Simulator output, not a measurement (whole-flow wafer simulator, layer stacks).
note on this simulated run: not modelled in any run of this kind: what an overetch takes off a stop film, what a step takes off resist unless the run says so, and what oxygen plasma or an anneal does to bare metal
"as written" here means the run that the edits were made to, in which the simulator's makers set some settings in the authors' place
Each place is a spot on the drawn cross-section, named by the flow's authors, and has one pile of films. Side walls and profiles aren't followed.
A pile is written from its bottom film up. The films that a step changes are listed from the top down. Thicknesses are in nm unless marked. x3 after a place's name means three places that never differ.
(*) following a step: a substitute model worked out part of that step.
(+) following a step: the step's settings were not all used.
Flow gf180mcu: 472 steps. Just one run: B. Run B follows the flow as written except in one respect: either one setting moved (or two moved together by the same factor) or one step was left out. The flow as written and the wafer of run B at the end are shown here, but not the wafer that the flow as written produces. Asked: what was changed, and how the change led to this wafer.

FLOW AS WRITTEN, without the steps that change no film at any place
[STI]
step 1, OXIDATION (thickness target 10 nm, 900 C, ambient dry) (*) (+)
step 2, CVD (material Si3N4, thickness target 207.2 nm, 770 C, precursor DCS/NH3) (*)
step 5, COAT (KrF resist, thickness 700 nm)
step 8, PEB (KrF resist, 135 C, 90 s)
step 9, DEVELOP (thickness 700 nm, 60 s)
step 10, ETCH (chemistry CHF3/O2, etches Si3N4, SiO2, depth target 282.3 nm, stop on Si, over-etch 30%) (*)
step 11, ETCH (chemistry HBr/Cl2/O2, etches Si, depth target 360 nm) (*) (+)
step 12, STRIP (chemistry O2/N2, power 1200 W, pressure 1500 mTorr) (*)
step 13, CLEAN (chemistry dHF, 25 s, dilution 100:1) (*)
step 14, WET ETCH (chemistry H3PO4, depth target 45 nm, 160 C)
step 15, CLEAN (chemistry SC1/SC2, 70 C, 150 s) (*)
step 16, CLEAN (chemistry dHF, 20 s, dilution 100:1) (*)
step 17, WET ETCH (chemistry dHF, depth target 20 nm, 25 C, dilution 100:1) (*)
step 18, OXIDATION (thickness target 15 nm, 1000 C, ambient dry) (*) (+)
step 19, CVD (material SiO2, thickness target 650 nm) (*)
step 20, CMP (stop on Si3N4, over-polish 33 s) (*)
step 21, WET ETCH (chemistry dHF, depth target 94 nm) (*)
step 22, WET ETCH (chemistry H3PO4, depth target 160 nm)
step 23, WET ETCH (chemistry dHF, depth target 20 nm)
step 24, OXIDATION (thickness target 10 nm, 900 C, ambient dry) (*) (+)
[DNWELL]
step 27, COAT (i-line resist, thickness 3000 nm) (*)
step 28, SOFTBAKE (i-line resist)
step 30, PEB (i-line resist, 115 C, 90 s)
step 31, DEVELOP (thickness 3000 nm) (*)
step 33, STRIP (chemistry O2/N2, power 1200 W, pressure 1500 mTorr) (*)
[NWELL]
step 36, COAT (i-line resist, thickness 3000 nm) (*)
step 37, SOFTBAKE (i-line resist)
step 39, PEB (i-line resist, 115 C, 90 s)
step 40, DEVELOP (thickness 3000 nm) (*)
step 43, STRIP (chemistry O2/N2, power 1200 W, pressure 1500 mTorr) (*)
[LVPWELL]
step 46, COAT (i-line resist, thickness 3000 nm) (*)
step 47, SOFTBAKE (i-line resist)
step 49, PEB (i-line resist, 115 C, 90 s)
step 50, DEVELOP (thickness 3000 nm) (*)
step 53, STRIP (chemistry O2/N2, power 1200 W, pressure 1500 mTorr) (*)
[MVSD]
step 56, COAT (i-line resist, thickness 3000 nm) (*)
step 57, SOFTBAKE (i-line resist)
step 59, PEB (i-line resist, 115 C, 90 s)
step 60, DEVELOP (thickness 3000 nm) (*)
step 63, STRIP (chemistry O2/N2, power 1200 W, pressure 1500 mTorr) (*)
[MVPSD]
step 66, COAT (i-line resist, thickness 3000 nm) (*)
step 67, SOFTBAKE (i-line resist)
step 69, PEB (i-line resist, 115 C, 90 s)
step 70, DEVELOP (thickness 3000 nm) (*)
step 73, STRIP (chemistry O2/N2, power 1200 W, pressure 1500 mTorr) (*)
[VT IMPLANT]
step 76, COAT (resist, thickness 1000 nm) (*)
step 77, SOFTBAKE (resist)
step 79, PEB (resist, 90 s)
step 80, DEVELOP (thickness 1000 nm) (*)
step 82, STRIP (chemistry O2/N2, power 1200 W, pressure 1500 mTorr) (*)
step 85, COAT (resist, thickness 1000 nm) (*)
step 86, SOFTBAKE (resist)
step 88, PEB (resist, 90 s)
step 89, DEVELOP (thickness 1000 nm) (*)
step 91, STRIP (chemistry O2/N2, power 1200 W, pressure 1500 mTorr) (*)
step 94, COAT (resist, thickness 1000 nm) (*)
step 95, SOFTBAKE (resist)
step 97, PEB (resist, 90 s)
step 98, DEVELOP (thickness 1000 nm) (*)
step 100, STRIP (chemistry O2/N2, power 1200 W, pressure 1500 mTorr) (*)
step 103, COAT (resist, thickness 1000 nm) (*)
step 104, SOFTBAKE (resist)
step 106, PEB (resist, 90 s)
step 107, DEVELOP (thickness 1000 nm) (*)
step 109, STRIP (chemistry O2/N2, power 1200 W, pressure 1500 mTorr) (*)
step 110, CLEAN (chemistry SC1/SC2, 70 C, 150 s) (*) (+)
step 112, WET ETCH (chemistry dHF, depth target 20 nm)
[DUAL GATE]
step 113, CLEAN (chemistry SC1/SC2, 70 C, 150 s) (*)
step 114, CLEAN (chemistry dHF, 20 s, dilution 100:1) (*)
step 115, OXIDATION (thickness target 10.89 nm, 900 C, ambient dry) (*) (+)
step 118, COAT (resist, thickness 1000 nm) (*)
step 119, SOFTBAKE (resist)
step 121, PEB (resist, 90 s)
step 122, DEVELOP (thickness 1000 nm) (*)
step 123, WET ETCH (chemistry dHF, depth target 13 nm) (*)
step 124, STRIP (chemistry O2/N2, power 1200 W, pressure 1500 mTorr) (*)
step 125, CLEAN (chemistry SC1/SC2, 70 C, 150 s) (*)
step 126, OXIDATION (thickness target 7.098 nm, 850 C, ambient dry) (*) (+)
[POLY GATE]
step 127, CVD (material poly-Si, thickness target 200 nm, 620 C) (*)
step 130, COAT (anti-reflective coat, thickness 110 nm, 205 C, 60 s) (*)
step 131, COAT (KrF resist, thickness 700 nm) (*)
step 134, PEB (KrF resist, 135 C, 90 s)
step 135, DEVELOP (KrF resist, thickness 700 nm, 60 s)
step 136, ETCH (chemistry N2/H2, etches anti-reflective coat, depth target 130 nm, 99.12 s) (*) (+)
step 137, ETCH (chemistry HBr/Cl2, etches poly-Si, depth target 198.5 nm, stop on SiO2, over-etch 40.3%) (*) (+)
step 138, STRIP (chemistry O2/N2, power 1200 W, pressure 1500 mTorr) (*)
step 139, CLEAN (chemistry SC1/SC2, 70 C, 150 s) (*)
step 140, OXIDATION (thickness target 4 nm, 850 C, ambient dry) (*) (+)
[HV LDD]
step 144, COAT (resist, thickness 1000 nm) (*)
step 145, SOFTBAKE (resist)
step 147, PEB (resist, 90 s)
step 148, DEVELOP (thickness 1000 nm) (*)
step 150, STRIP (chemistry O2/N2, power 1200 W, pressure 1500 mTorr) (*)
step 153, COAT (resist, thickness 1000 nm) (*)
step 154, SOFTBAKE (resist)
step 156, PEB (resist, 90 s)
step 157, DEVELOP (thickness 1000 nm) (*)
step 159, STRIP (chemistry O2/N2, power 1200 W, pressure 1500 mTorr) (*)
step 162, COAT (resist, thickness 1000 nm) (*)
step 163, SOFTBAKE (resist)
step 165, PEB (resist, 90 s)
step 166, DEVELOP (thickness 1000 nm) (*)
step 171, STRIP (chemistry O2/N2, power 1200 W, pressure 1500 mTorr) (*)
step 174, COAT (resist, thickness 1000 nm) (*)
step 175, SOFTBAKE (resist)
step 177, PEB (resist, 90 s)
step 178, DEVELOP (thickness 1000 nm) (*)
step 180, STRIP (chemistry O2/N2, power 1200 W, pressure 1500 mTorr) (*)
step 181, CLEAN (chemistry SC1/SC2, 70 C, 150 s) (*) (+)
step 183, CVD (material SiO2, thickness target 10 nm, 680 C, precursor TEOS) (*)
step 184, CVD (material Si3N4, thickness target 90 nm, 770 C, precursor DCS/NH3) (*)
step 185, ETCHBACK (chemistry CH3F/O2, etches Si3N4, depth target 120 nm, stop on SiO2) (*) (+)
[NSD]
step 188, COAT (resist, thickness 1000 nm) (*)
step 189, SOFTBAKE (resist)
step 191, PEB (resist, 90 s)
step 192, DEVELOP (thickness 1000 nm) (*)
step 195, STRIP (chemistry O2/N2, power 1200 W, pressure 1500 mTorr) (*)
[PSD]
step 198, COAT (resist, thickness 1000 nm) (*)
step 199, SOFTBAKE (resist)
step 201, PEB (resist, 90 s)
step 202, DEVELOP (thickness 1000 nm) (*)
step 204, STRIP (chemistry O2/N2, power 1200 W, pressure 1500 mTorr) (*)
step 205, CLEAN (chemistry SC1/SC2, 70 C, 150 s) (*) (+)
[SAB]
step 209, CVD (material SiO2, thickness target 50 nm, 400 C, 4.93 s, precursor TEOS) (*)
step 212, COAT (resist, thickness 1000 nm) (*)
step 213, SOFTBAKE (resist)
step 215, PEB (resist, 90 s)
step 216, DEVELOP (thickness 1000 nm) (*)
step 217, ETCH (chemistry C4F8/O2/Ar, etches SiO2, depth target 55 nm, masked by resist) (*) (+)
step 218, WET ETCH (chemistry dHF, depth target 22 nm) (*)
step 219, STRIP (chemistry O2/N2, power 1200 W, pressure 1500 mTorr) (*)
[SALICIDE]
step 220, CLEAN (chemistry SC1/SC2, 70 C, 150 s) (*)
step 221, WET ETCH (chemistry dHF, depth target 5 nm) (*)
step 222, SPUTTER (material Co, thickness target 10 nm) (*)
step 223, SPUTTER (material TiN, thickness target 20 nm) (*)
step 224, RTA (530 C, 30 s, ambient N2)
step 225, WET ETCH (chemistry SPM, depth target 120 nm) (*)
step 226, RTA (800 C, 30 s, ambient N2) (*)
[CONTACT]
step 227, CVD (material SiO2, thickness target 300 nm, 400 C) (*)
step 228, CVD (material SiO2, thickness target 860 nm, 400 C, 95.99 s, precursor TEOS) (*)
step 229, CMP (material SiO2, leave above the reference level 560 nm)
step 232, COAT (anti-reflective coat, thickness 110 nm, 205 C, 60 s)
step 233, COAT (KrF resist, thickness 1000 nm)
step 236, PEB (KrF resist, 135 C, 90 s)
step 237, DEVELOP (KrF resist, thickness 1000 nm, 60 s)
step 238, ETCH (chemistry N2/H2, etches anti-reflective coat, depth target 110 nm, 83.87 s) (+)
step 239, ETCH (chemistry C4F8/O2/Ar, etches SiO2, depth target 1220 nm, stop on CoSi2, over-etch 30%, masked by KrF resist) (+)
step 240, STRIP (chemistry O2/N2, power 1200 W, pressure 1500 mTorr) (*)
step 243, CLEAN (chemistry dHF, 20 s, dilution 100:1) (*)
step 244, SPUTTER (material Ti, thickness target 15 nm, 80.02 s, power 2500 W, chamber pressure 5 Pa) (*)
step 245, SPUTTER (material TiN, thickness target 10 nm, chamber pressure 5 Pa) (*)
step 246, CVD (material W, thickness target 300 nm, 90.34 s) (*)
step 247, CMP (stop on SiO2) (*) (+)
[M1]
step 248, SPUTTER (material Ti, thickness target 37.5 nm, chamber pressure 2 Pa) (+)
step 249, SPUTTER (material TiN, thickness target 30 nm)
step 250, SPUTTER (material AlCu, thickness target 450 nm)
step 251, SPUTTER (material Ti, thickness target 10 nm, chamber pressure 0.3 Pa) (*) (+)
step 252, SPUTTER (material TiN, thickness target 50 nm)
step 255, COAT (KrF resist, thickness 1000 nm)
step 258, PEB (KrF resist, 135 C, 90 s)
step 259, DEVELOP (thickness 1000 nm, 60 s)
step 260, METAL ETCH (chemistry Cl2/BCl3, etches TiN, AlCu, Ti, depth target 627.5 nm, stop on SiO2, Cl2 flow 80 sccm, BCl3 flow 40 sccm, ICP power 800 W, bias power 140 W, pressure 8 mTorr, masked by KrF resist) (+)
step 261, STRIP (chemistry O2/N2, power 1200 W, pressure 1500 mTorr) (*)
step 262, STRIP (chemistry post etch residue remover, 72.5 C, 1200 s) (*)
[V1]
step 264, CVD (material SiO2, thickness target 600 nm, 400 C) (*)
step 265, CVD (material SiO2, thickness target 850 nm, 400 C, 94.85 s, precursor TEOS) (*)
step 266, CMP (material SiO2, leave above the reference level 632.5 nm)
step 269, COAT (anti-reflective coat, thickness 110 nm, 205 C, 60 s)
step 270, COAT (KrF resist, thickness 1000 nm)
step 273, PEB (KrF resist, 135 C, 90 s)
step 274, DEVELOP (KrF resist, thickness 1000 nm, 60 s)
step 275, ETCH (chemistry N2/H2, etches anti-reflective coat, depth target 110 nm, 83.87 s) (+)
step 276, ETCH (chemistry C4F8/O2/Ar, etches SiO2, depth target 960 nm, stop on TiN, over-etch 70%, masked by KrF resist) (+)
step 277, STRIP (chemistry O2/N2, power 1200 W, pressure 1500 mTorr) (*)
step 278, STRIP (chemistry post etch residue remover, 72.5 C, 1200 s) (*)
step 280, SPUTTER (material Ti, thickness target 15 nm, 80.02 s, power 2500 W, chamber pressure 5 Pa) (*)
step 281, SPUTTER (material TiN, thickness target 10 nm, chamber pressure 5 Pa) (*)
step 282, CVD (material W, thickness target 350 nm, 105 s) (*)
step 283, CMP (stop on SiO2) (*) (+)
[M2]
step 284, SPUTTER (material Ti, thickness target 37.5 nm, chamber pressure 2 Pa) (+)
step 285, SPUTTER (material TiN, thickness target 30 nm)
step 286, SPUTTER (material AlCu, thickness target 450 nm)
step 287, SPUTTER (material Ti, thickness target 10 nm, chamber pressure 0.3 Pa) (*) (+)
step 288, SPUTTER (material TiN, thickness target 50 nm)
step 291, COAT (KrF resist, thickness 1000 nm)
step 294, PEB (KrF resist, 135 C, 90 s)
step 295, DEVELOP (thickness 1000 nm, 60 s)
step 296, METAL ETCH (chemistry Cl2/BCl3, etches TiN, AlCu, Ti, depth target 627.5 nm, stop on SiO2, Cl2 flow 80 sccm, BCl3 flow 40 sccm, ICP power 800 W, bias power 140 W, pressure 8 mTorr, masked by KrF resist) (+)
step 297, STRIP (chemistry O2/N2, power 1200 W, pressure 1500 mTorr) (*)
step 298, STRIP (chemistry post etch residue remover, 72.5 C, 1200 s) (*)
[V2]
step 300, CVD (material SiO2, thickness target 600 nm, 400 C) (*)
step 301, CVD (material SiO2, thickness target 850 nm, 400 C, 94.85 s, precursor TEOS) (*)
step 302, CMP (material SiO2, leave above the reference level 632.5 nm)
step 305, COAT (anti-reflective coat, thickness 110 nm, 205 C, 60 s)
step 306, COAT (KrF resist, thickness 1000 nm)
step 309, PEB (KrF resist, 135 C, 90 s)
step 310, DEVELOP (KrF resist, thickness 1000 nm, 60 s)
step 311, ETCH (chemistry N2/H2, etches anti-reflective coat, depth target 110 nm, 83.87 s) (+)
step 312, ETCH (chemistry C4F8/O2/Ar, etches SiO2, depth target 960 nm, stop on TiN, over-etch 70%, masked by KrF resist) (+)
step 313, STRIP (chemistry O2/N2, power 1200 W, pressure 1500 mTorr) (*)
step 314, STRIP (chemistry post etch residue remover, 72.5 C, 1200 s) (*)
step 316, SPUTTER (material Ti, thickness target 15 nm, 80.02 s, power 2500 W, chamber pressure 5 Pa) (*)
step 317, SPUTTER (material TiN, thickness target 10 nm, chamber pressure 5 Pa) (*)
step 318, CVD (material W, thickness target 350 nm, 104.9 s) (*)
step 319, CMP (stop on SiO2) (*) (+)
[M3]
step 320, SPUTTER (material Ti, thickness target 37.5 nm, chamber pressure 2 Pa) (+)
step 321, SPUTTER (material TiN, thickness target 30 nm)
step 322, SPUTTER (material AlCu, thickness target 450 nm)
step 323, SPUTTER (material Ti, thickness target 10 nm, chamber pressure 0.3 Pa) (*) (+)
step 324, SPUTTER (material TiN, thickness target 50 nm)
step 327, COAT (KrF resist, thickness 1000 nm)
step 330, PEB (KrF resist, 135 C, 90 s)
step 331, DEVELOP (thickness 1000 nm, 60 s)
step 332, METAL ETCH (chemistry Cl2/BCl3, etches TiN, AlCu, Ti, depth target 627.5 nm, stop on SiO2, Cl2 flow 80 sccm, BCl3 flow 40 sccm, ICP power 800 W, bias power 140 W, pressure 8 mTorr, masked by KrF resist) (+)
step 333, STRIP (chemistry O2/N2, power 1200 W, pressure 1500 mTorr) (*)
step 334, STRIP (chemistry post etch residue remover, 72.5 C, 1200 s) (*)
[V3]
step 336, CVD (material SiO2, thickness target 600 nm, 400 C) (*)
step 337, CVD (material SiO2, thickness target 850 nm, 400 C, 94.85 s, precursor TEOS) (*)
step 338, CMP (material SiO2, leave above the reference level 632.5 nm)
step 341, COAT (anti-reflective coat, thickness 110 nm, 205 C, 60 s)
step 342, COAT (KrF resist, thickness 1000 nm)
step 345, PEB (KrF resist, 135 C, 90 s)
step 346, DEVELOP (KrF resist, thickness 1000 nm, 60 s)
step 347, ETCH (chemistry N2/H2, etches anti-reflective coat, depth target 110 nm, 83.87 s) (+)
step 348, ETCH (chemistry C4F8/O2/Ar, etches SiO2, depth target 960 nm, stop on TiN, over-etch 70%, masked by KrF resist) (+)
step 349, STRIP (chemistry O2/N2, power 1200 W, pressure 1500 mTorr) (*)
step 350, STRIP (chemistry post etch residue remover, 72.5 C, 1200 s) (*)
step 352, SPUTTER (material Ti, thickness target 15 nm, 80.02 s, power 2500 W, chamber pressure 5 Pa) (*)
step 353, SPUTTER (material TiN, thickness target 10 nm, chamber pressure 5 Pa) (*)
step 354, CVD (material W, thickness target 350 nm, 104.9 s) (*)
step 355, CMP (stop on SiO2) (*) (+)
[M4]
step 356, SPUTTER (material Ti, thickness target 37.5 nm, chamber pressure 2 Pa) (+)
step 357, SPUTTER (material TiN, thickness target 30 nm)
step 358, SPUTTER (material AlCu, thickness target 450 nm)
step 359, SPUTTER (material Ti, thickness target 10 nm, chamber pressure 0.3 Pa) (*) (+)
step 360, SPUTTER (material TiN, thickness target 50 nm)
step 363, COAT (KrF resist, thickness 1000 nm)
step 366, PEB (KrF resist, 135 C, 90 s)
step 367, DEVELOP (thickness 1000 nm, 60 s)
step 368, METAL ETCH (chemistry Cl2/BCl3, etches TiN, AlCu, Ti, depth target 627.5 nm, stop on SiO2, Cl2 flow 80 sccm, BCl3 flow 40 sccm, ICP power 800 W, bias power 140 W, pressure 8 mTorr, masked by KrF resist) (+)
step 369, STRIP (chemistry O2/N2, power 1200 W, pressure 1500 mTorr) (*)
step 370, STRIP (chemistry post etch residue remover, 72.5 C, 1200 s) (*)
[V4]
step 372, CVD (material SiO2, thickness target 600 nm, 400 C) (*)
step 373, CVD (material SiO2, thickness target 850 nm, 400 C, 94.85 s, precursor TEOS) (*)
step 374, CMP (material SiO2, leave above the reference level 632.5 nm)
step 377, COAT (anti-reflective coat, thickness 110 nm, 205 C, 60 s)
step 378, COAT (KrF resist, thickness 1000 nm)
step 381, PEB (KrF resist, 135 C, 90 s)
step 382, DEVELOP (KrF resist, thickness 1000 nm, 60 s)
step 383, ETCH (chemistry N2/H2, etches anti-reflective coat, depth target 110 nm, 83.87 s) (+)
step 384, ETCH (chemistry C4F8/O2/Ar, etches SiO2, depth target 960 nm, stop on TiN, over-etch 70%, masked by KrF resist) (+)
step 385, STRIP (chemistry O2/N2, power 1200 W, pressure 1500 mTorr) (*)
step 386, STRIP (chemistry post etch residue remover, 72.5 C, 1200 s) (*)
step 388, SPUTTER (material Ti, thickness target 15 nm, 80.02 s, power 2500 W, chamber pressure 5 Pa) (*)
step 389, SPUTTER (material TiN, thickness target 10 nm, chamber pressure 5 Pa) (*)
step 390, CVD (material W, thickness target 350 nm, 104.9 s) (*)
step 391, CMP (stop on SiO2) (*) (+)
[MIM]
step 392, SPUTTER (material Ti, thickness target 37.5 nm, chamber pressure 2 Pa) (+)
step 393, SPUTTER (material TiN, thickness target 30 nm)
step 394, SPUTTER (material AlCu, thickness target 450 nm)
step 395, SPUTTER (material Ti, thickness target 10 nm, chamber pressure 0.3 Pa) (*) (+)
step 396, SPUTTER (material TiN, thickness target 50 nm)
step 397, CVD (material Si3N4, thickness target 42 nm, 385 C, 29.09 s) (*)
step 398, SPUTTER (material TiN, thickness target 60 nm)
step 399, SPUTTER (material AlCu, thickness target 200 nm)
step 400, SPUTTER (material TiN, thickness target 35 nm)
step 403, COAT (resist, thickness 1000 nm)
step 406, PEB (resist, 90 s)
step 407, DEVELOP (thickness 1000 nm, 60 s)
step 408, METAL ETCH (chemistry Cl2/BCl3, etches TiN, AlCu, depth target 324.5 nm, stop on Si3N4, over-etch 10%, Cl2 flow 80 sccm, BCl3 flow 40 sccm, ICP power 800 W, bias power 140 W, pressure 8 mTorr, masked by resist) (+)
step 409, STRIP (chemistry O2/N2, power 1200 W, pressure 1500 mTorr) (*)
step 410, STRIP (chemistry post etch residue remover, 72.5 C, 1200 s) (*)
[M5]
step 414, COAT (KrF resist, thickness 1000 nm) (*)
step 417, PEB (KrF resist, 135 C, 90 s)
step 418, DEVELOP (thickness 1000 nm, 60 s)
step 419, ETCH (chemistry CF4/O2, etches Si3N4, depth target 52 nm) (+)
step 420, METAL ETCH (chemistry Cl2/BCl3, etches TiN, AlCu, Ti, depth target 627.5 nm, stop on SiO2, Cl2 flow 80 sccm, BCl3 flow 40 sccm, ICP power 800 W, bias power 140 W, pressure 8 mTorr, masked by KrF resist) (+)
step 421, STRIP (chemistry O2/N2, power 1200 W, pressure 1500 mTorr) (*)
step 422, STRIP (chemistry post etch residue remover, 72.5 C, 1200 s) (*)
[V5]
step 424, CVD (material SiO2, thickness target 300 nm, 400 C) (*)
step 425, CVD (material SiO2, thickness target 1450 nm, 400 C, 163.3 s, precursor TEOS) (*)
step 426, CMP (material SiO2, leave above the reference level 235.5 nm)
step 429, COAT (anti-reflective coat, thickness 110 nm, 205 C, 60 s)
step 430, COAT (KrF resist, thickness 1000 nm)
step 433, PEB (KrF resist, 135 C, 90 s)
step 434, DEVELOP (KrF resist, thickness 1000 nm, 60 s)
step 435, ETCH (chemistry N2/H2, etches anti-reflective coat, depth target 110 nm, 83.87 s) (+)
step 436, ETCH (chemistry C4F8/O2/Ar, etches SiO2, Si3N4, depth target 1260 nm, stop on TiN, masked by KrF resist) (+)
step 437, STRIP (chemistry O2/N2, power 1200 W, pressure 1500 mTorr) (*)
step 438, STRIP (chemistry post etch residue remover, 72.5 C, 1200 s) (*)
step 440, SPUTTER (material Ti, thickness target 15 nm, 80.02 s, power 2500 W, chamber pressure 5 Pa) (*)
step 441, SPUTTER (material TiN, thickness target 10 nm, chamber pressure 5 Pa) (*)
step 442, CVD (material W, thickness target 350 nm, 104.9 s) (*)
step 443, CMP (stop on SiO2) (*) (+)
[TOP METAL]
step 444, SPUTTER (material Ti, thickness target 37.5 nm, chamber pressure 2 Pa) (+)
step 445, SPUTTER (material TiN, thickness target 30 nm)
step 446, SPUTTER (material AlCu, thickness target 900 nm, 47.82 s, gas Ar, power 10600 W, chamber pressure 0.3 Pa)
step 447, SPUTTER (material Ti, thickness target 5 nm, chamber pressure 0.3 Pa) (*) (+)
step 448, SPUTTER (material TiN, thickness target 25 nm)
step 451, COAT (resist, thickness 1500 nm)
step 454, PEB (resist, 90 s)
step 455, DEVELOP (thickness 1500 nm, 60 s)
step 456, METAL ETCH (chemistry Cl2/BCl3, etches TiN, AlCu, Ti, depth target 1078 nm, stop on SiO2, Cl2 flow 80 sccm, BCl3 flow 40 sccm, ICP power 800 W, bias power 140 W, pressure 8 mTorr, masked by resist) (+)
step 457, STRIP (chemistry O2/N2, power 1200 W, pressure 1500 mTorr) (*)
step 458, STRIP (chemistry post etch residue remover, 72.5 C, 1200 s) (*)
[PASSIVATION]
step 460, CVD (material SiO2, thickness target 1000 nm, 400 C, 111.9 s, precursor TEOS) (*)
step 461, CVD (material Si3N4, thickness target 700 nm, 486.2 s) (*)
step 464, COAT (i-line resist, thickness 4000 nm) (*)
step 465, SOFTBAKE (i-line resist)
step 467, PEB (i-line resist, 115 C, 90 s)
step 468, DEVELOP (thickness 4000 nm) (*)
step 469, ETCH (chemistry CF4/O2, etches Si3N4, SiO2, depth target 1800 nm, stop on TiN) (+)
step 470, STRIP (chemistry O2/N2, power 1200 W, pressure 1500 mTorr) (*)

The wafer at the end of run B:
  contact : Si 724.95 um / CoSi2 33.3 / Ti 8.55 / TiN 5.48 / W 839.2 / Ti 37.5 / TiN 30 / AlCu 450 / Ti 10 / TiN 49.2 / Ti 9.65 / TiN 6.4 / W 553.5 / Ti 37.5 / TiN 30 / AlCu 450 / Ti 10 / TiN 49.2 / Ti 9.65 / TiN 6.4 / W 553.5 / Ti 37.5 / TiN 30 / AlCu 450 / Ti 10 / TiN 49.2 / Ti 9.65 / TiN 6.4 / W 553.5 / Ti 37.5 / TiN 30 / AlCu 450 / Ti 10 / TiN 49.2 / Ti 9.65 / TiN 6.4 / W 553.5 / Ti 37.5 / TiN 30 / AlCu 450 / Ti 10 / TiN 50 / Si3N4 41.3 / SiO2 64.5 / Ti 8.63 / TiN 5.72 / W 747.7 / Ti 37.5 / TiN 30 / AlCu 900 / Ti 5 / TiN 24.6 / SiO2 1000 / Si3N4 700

The reason: step 436, ETCH: depth target 765 nm was run, though the flow has depth target 1260 nm.

How this came from the change, step by step:
  step 436, ETCH (chemistry C4F8/O2/Ar, etches SiO2, Si3N4, depth target 1260 nm, stop on TiN, masked by KrF resist) (+)
      contact: SiO2 loses 765 (in the flow as written it would be: SiO2 loses 829.5 (all of it), Si3N4 loses 41.3 (all of it))
      field, field__w1, field__w2 and 108 more: KrF resist loses 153 (in the flow as written it would be: KrF resist loses 252)
  step 437, STRIP (chemistry O2/N2, power 1200 W, pressure 1500 mTorr) (*)
      field, field__w1, field__w2 and 108 more: KrF resist loses 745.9 (all of it), anti-reflective coat loses 110 (all of it) (in the flow as written it would be: KrF resist loses 646.9 (all of it), anti-reflective coat loses 110 (all of it))
  step 440, SPUTTER (material Ti, thickness target 15 nm, 80.02 s, power 2500 W, chamber pressure 5 Pa) (*)
      contact: Ti gains 8.63 (new film) (in the flow as written it would be: Ti gains 8.12 (new film))
  step 442, CVD (material W, thickness target 350 nm, 104.9 s) (*)
      contact: W gains 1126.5 (new film) (in the flow as written it would be: W gains 1233.6 (new film))
Taking metal films that touch as one body, contact has 2 bodies (between them, from the top down: SiO2 64.5 / Si3N4 41.3); the flow as written gives 1 body.
